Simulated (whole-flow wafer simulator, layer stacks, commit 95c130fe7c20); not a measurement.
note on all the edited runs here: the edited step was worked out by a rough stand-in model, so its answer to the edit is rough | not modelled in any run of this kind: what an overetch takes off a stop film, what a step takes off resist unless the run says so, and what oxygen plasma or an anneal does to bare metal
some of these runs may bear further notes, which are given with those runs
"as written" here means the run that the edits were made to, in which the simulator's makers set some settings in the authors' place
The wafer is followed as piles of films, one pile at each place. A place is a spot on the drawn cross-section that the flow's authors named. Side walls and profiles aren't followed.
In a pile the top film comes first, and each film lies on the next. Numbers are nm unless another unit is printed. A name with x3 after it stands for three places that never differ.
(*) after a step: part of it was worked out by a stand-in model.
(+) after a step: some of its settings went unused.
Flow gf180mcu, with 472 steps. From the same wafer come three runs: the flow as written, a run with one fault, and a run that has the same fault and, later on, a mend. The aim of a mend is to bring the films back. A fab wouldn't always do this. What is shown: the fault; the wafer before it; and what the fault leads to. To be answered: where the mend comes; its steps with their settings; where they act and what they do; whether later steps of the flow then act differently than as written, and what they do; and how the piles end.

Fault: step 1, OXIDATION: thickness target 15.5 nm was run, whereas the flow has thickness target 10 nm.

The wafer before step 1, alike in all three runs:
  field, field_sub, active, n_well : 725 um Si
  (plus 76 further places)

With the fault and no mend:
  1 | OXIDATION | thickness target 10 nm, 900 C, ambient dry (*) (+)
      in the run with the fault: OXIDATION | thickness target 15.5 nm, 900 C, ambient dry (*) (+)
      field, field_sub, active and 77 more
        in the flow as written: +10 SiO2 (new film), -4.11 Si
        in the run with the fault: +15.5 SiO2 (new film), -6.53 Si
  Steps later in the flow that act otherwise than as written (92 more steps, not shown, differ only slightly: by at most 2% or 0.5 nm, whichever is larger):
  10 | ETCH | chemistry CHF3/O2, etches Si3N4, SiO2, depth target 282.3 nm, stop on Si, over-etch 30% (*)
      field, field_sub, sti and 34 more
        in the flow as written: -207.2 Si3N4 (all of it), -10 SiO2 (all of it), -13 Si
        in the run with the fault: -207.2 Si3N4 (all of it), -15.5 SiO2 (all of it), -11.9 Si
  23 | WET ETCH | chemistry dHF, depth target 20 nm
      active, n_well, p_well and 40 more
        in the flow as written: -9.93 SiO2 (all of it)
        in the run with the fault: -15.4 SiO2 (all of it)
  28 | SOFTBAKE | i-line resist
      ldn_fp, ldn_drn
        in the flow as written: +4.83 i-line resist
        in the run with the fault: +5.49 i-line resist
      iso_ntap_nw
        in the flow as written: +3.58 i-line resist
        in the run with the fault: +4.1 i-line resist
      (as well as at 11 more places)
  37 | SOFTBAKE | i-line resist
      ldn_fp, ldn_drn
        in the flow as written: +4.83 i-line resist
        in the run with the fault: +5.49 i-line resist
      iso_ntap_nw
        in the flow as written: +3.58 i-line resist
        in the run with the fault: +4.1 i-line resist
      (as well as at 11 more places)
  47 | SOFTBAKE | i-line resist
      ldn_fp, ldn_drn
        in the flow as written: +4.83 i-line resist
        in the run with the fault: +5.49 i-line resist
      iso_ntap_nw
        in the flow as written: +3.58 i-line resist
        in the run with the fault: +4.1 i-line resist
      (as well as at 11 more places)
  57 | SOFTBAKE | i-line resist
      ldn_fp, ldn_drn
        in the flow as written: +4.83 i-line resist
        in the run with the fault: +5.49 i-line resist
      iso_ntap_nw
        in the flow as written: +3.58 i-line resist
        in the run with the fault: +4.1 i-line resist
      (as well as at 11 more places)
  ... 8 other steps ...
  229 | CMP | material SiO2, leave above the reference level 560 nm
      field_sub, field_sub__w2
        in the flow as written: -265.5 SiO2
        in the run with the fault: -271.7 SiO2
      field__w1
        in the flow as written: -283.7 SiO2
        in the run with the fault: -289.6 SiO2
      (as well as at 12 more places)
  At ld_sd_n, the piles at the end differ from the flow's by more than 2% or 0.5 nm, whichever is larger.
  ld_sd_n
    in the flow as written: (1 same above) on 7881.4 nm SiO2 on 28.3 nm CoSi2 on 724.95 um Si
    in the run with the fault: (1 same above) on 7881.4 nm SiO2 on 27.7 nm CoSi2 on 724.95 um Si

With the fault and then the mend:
  After step 1 comes the mend.
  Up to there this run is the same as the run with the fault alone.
  1a | WET ETCH | chemistry dHF, depth target 5.5 nm, 25 C, dilution 100:1
      field, field_sub, active and 77 more
        -5.5 SiO2
  None of the later steps of the flow acts differently than as written at any place that is followed.
  At the end the piles are close to the flow's at the places that both follow, differing by at most 2% or 0.5 nm, whichever is larger.
